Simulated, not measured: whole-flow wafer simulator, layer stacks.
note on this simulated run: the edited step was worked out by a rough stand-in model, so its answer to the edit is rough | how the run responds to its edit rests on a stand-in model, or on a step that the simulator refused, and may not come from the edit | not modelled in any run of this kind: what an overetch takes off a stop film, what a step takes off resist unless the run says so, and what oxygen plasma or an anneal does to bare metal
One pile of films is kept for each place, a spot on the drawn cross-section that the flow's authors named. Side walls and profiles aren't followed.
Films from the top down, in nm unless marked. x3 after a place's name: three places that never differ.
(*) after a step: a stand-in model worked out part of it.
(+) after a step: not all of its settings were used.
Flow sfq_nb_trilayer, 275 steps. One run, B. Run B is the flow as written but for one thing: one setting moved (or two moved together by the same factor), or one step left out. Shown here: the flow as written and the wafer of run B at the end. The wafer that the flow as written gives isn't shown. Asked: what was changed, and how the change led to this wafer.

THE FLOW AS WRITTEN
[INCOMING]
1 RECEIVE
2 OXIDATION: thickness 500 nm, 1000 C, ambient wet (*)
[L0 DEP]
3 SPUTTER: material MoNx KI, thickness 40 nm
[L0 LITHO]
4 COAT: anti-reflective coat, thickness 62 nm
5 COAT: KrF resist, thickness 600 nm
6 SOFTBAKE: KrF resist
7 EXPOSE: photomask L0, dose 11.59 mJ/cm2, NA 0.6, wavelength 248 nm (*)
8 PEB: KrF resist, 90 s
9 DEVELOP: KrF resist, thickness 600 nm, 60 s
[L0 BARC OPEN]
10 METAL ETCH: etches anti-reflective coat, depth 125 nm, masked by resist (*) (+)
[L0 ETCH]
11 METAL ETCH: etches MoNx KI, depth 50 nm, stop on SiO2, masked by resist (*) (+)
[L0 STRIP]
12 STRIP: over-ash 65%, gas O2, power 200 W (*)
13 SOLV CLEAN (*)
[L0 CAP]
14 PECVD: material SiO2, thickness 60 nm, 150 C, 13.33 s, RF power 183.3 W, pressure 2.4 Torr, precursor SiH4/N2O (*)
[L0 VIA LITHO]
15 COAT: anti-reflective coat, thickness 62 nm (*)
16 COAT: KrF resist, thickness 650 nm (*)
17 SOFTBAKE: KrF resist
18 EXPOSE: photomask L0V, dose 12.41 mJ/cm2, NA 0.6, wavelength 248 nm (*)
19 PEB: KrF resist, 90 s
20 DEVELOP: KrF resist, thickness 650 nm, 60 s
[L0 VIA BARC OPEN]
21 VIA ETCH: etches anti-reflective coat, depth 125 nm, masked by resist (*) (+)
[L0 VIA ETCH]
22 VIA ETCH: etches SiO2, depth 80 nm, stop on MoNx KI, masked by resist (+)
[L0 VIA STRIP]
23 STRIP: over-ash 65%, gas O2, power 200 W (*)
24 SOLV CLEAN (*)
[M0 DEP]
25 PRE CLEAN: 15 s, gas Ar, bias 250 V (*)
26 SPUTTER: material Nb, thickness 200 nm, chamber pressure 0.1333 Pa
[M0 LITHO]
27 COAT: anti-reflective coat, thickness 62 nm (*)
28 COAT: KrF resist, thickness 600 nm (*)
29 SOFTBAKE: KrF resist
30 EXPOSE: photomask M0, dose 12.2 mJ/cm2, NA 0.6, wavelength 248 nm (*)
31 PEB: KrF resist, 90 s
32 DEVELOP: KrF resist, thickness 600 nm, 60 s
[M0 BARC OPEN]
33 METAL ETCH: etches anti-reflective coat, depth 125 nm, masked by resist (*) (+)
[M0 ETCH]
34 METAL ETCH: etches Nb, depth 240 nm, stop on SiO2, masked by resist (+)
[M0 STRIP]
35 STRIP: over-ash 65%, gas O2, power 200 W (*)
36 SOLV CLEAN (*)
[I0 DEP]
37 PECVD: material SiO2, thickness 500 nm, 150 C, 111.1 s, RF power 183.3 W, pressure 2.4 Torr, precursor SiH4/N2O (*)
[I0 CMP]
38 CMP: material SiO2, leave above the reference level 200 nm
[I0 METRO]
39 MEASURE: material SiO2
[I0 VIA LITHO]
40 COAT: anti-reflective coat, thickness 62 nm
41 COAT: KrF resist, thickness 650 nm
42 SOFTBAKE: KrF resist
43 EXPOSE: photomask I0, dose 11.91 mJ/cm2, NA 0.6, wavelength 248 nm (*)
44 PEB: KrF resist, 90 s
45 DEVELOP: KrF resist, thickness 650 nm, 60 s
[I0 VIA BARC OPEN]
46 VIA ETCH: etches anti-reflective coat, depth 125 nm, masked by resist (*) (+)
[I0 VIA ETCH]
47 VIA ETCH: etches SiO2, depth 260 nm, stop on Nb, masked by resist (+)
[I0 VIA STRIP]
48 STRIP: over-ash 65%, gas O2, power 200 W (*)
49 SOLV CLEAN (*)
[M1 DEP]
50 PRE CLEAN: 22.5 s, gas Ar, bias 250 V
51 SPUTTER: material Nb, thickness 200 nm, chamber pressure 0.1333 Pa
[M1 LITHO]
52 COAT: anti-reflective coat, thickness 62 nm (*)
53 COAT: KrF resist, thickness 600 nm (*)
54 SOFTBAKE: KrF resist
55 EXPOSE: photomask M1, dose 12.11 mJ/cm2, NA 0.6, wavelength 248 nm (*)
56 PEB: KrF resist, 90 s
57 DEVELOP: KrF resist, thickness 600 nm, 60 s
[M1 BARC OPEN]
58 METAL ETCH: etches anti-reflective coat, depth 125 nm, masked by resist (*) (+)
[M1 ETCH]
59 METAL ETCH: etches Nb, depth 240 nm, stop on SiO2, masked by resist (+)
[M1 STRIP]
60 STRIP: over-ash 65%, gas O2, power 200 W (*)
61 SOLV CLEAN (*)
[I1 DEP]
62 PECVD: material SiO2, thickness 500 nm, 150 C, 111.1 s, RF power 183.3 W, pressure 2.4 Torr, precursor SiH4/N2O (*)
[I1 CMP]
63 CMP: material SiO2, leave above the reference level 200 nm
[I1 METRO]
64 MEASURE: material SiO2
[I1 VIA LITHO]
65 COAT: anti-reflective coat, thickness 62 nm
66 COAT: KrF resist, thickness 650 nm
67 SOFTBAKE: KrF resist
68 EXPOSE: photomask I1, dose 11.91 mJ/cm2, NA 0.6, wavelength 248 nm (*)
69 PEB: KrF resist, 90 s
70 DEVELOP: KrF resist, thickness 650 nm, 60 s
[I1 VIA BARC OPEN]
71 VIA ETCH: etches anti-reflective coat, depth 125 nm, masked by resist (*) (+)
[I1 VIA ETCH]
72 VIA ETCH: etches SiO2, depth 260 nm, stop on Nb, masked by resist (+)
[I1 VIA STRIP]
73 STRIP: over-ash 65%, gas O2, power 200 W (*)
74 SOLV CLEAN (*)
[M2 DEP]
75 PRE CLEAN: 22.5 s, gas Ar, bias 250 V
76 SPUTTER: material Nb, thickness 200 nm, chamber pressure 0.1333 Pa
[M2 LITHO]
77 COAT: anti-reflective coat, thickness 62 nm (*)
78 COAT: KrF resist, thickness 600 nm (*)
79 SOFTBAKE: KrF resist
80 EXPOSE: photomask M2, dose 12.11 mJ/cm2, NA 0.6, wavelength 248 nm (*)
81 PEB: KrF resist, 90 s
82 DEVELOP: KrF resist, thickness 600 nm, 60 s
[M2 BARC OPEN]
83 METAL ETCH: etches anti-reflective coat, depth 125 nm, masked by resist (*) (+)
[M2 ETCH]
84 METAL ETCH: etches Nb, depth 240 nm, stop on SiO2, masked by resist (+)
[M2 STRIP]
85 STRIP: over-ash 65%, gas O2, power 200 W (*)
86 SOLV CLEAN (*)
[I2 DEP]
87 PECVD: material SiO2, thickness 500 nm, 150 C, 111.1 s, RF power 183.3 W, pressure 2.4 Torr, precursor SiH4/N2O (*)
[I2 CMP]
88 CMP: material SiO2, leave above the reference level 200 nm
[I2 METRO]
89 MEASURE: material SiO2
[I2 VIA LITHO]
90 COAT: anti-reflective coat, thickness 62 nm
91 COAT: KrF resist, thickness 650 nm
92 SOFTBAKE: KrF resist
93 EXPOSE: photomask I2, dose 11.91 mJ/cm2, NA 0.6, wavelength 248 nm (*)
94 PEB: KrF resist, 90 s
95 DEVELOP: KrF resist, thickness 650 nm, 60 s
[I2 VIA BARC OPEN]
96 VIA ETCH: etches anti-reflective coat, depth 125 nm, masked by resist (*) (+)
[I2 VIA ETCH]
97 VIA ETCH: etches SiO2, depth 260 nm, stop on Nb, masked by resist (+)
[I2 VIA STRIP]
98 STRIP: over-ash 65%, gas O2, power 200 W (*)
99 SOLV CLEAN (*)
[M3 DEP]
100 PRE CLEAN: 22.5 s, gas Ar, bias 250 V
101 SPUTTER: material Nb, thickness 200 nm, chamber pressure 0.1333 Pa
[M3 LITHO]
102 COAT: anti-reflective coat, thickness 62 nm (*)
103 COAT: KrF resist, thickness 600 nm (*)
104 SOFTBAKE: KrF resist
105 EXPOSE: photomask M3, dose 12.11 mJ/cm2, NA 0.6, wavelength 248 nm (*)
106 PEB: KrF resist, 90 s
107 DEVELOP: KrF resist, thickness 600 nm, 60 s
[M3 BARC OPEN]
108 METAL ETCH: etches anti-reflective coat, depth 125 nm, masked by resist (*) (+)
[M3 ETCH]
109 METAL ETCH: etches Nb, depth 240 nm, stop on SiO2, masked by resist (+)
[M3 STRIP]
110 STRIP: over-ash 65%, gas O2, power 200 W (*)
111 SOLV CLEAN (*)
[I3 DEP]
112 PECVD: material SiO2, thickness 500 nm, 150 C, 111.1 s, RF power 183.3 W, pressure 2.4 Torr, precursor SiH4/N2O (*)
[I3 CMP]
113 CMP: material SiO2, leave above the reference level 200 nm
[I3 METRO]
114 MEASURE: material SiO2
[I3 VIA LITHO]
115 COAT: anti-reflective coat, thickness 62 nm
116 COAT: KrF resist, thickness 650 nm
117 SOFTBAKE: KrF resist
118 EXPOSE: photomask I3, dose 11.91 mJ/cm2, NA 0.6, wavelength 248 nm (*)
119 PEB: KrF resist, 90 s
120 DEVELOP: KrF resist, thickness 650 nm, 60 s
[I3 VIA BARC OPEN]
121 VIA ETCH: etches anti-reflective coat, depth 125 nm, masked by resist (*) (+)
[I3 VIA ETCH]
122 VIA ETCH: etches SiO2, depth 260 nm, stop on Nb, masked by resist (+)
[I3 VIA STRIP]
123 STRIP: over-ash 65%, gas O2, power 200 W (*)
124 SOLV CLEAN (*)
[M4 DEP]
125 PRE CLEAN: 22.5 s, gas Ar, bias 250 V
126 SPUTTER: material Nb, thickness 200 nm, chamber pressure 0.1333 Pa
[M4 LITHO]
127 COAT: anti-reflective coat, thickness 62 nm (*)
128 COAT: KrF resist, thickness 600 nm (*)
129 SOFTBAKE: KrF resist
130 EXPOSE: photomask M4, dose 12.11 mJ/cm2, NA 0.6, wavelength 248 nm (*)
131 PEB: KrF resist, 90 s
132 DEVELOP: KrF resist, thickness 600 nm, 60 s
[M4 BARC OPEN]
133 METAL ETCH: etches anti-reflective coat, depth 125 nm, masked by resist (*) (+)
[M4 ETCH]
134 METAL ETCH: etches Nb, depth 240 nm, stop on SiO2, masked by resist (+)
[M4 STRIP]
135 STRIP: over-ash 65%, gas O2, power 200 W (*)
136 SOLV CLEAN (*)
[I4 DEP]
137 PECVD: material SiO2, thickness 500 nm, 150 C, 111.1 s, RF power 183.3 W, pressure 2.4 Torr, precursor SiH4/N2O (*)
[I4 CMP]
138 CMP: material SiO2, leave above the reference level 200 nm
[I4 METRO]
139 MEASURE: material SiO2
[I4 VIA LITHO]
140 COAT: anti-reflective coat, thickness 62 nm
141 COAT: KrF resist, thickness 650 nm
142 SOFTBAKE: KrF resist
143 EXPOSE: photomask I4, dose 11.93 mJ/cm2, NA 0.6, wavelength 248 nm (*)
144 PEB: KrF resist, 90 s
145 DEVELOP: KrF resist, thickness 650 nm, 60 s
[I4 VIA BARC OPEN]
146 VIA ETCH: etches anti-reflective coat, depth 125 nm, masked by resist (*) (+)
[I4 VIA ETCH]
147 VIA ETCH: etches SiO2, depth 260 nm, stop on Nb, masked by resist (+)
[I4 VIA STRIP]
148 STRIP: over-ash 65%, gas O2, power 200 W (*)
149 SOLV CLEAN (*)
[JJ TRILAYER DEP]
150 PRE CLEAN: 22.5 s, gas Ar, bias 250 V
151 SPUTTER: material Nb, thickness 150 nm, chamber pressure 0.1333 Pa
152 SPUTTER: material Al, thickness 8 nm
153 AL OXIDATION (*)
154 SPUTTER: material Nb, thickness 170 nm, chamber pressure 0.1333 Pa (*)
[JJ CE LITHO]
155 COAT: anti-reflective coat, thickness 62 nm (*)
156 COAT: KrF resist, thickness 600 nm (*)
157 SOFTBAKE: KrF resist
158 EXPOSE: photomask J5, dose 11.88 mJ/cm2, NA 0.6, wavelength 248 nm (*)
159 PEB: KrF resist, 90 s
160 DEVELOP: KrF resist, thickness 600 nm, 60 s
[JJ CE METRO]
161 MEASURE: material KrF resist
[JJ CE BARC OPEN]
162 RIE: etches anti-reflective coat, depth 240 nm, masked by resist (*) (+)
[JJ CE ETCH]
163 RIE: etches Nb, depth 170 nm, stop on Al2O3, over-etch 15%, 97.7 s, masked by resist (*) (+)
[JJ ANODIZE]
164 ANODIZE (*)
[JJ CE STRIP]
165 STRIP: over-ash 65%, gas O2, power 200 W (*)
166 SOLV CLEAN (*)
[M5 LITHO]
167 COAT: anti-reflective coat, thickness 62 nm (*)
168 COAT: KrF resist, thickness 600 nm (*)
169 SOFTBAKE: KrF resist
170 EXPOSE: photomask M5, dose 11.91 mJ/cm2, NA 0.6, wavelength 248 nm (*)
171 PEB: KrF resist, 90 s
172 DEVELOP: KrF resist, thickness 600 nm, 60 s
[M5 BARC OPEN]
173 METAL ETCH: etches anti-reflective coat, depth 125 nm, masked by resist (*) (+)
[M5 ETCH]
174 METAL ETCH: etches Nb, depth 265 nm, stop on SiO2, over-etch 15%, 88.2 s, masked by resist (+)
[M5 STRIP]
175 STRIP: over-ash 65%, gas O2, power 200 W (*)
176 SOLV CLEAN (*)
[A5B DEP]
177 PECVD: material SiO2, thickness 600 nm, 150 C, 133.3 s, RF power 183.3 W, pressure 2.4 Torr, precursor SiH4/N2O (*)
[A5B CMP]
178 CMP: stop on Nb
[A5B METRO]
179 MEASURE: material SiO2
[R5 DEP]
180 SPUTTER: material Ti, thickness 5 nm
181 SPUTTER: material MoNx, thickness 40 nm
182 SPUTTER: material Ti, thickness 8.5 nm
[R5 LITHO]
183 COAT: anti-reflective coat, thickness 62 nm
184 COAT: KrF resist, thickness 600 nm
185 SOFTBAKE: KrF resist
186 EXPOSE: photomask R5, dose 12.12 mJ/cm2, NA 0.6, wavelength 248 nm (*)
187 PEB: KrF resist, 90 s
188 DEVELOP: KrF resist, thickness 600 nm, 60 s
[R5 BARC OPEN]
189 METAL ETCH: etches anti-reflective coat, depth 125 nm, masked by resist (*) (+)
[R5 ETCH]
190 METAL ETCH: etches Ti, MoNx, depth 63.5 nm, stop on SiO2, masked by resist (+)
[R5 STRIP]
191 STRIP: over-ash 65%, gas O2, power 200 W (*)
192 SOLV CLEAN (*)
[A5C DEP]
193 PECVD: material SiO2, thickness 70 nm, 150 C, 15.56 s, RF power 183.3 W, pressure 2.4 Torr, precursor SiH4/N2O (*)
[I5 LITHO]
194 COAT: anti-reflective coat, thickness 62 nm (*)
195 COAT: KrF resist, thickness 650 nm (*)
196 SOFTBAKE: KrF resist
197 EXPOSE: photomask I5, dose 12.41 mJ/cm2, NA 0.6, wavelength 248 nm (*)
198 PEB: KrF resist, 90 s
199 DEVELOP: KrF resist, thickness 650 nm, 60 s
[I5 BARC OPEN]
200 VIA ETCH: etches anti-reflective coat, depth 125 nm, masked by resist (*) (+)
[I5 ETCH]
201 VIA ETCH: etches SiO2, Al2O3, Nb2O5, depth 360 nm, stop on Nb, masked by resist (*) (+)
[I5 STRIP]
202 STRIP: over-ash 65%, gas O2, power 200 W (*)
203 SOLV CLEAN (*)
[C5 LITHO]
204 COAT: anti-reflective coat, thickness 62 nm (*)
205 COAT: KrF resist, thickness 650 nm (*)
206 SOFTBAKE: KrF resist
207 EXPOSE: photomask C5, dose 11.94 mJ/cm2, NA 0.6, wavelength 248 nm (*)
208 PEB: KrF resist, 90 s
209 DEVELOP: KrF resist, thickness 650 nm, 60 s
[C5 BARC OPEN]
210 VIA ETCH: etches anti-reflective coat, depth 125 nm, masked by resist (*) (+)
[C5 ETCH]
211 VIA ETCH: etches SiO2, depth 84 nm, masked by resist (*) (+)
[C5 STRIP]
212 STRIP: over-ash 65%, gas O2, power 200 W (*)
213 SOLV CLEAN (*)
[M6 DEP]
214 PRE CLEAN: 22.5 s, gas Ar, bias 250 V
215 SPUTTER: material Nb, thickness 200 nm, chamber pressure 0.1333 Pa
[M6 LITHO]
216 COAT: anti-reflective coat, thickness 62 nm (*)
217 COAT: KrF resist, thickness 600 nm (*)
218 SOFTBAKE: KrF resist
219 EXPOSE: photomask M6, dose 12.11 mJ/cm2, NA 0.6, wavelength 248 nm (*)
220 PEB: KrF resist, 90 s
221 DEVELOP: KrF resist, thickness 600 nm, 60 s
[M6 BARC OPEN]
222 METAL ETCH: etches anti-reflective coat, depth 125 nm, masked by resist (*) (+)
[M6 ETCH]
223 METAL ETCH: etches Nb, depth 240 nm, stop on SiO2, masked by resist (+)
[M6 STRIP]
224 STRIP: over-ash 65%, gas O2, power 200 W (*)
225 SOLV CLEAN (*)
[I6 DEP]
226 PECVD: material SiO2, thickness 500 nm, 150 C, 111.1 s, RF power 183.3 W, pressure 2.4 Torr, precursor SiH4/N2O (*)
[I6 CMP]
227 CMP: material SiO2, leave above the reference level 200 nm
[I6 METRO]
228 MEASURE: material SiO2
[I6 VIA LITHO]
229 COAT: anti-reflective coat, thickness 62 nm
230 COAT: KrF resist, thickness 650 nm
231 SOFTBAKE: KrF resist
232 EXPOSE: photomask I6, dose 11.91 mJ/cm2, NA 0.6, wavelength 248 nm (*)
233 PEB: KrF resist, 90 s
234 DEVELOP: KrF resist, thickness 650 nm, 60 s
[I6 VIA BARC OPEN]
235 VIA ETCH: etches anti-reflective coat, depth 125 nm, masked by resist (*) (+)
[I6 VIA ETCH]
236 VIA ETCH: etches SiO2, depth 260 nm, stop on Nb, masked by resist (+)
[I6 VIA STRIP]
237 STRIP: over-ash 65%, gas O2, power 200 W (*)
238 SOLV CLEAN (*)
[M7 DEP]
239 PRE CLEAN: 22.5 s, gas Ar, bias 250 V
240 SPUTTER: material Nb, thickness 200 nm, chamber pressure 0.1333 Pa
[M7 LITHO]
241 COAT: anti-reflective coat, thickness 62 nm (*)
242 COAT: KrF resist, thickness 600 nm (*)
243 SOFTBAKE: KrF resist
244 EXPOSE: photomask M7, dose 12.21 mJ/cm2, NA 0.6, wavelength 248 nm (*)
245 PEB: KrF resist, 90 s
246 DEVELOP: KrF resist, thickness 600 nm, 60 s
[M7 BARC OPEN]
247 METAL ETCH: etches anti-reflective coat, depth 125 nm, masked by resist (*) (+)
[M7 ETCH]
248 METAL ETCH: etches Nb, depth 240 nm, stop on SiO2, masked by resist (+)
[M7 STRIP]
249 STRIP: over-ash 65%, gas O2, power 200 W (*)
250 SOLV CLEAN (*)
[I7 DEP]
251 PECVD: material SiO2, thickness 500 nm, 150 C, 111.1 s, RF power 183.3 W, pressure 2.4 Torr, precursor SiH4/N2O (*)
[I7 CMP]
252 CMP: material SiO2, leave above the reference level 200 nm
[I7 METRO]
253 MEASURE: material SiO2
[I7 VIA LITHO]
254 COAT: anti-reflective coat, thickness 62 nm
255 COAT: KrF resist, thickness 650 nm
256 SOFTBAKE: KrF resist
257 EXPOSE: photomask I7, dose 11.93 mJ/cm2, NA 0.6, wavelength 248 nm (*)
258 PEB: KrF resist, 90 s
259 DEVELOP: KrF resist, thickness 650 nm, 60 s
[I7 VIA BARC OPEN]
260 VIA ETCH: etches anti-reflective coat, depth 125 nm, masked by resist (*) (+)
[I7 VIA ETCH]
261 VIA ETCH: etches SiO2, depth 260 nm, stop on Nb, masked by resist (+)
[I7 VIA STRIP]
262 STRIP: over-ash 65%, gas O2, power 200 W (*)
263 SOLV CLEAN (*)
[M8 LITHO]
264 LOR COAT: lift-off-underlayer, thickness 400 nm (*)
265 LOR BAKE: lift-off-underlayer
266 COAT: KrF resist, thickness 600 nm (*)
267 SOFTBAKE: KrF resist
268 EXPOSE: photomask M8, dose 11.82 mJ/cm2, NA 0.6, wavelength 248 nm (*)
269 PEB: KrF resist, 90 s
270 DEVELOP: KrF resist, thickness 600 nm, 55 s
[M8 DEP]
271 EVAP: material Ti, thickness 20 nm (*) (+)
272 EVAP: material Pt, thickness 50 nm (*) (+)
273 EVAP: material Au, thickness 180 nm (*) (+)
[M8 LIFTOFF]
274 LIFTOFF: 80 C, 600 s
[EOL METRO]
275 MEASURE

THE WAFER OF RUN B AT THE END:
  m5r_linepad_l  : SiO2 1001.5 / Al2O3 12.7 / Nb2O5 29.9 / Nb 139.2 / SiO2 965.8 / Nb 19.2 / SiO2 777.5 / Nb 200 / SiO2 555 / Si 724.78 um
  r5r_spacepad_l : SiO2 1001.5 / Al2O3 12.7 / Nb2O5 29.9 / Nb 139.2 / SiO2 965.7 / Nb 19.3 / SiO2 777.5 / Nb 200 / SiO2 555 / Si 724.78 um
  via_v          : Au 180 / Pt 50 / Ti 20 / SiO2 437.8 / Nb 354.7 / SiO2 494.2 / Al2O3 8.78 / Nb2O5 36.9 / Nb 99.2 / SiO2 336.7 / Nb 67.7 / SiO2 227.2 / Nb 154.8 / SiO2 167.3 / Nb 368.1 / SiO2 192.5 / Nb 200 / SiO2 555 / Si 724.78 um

The cause: step 87, PECVD: thickness 200 nm was run, where the flow has thickness 500 nm; step 87, PECVD: 44.44 s was run, where the flow has 111.1 s.

How the change led to this, step by step:
  87 PECVD: material SiO2, thickness 500 nm, 150 C, 111.1 s, RF power 183.3 W, pressure 2.4 Torr, precursor SiH4/N2O (*)
      field_l, be, be_sur and 81 more: SiO2 +200 (as written it would be: SiO2 +500)
      v_sur, via_wl, via_w and 18 more: SiO2 +200 (new film) (as written it would be: SiO2 +500 (new film))
      (and at 1 more place)
  88 CMP: material SiO2, leave above the reference level 200 nm
      field_l, be, be_sur and 81 more: nothing (as written it would be: SiO2 -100)
      v_sur, via_wl, via_w and 18 more: nothing (as written it would be: SiO2 -300)
      (and at 1 more place)
  90 COAT: anti-reflective coat, thickness 62 nm
      m0r_space_l, m0r_space_r, m6r_space_l, m6r_space_r, m7r_space_l, m7r_space_r: anti-reflective coat +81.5 (new film) (as written it would be: anti-reflective coat +62 (new film))
      c5j, p3_s3, p3_l4, p3_s4: anti-reflective coat +64.1 (new film) (as written it would be: anti-reflective coat +62 (new film))
      (and at 75 more places)
  91 COAT: KrF resist, thickness 650 nm
      m0r_space_l, m0r_space_r, m5r_space_l, m5r_space_r, m6r_space_l, m6r_space_r, m7r_space_l, m7r_space_r: KrF resist +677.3 (new film) (as written it would be: KrF resist +650 (new film))
      m0r_line_l, m0r_line_r, m6r_line_l, m6r_line_r, m7r_line_l, m7r_line_r: KrF resist +687.3 (new film) (as written it would be: KrF resist +650 (new film))
      (and at 55 more places)
  95 DEVELOP: KrF resist, thickness 650 nm, 60 s
      via_w: KrF resist -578 (all of it) (as written it would be: KrF resist -648.6 (all of it))
  96 VIA ETCH: etches anti-reflective coat, depth 125 nm, masked by resist (*) (+)
      field_l, v_sur, via_wl and 102 more: KrF resist -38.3 (as written it would be: KrF resist -51.7)
      via_w: anti-reflective coat -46 (all of it), SiO2 -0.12 (as written it would be: anti-reflective coat -62 (all of it), SiO2 -0.16)
  98 STRIP: over-ash 65%, gas O2, power 200 W (*)
      m0r_line_l, m0r_line_r, m6r_line_l, m6r_line_r, m7r_line_l, m7r_line_r: KrF resist -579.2 (all of it), anti-reflective coat -61.5 (all of it) (as written it would be: KrF resist -528.6 (all of it), anti-reflective coat -62 (all of it))
      m0r_space_l, m0r_space_r, m6r_space_l, m6r_space_r, m7r_space_l, m7r_space_r: KrF resist -569.2 (all of it), anti-reflective coat -81.5 (all of it) (as written it would be: KrF resist -528.6 (all of it), anti-reflective coat -62 (all of it))
      (and at 93 more places)
  101 SPUTTER: material Nb, thickness 200 nm, chamber pressure 0.1333 Pa
      via_v: Nb +154.8 (new film) (as written it would be: Nb +200 (new film))
  102 COAT: anti-reflective coat, thickness 62 nm (*)
      m0r_space_l, m0r_space_r, m6r_space_l, m6r_space_r, m7r_space_l, m7r_space_r: anti-reflective coat +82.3 (new film) (as written it would be: anti-reflective coat +62 (new film))
      p3_l3, p3_s3, p3_s4, p3_l6: anti-reflective coat +64.2 (new film) (as written it would be: anti-reflective coat +62 (new film))
      (and at 75 more places)
  103 COAT: KrF resist, thickness 600 nm (*)
      m0r_line_l, m0r_line_r, m6r_line_l, m6r_line_r, m7r_line_l, m7r_line_r: KrF resist +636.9 (new film) (as written it would be: KrF resist +600 (new film))
      m0r_space_l, m0r_space_r, m6r_space_l, m6r_space_r, m7r_space_l, m7r_space_r: KrF resist +626.8 (new film) (as written it would be: KrF resist +600 (new film))
      (and at 57 more places)
  107 DEVELOP: KrF resist, thickness 600 nm, 60 s
      m0r_line_l, m0r_line_r, m6r_line_l, m6r_line_r, m7r_line_l, m7r_line_r: KrF resist -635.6 (all of it) (as written it would be: KrF resist -598.7 (all of it))
      m0r_space_l, m0r_space_r, m6r_space_l, m6r_space_r, m7r_space_l, m7r_space_r: KrF resist -625.5 (all of it) (as written it would be: KrF resist -598.7 (all of it))
      (and at 34 more places)
  108 METAL ETCH: etches anti-reflective coat, depth 125 nm, masked by resist (*) (+)
      m5r_linepad_l, m5r_linepad_r, r5r_spacepad_l, r5r_spacepad_r, m8r_pad_l, m8r_pad_r: anti-reflective coat -125 (as written it would be: anti-reflective coat -62 (all of it))
      v_sur, via_wl, via_w and 28 more: KrF resist -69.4 (as written it would be: KrF resist -51.7)
      (and at 52 more places)
  109 METAL ETCH: etches Nb, depth 240 nm, stop on SiO2, masked by resist (+)
      m5r_linepad_l, m5r_linepad_r: anti-reflective coat -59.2 (all of it), Nb -180.8 (as written it would be: Nb -200 (all of it))
      r5r_spacepad_l, r5r_spacepad_r: anti-reflective coat -59.3 (all of it), Nb -180.7 (as written it would be: Nb -200 (all of it))
      (and at 2 more places)
  110 STRIP: over-ash 65%, gas O2, power 200 W (*)
      v_sur: KrF resist -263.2 (all of it), anti-reflective coat -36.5 (all of it) (as written it would be: KrF resist -365.3 (all of it), anti-reflective coat -61.1 (all of it))
      via_wl: KrF resist -279.3 (all of it), anti-reflective coat -25.9 (all of it) (as written it would be: KrF resist -384.2 (all of it), anti-reflective coat -34.2 (all of it))
      (and at 28 more places)
  112 PECVD: material SiO2, thickness 500 nm, 150 C, 111.1 s, RF power 183.3 W, pressure 2.4 Torr, precursor SiH4/N2O (*)
      m5r_linepad_l, m5r_linepad_r, r5r_spacepad_l, r5r_spacepad_r: SiO2 +500 (new film) (as written it would be: SiO2 +500)
      via_v: SiO2 +651.9 (new film) (as written it would be: SiO2 +500 (new film))
  113 CMP: material SiO2, leave above the reference level 200 nm
      field_l, be, be_sur and 64 more: nothing (as written it would be: SiO2 -100)
      p4_g1, p4_g2, p3_s0, p3_s1, p3_s2, p3_s3, p3_s4, p3_s5: nothing (as written it would be: SiO2 -157.1)
      (and at 10 more places)
  ... 34 more steps ...
  178 CMP: stop on Nb
      lsp_r, l0_sur, l0v: SiO2 -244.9 (as written it would be: SiO2 -253.3)
      via_v: SiO2 -340.8 (as written it would be: SiO2 -453.5)
Counting metal films that touch as one body, m5r_linepad_l has 3 bodies (between them, from the top down: SiO2 965.8; SiO2 777.5); the flow as written gives 2 bodies (between them, from the top down: SiO2 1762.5).
Counting metal films that touch as one body, r5r_spacepad_l has 3 bodies (between them, from the top down: SiO2 965.7; SiO2 777.5); the flow as written gives 2 bodies (between them, from the top down: SiO2 1762.5).
Counting metal films that touch as one body, via_v has 7 bodies (between them, from the top down: SiO2 437.8; SiO2 494.2 / Al2O3 8.78 / Nb2O5 36.9; SiO2 336.7; SiO2 227.2; SiO2 167.3; SiO2 192.5); the flow as written gives 6 bodies (between them, from the top down: SiO2 437.8; SiO2 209 / Al2O3 12.7 / Nb2O5 29.9; SiO2 425.9; SiO2 416.9; SiO2 192.5).
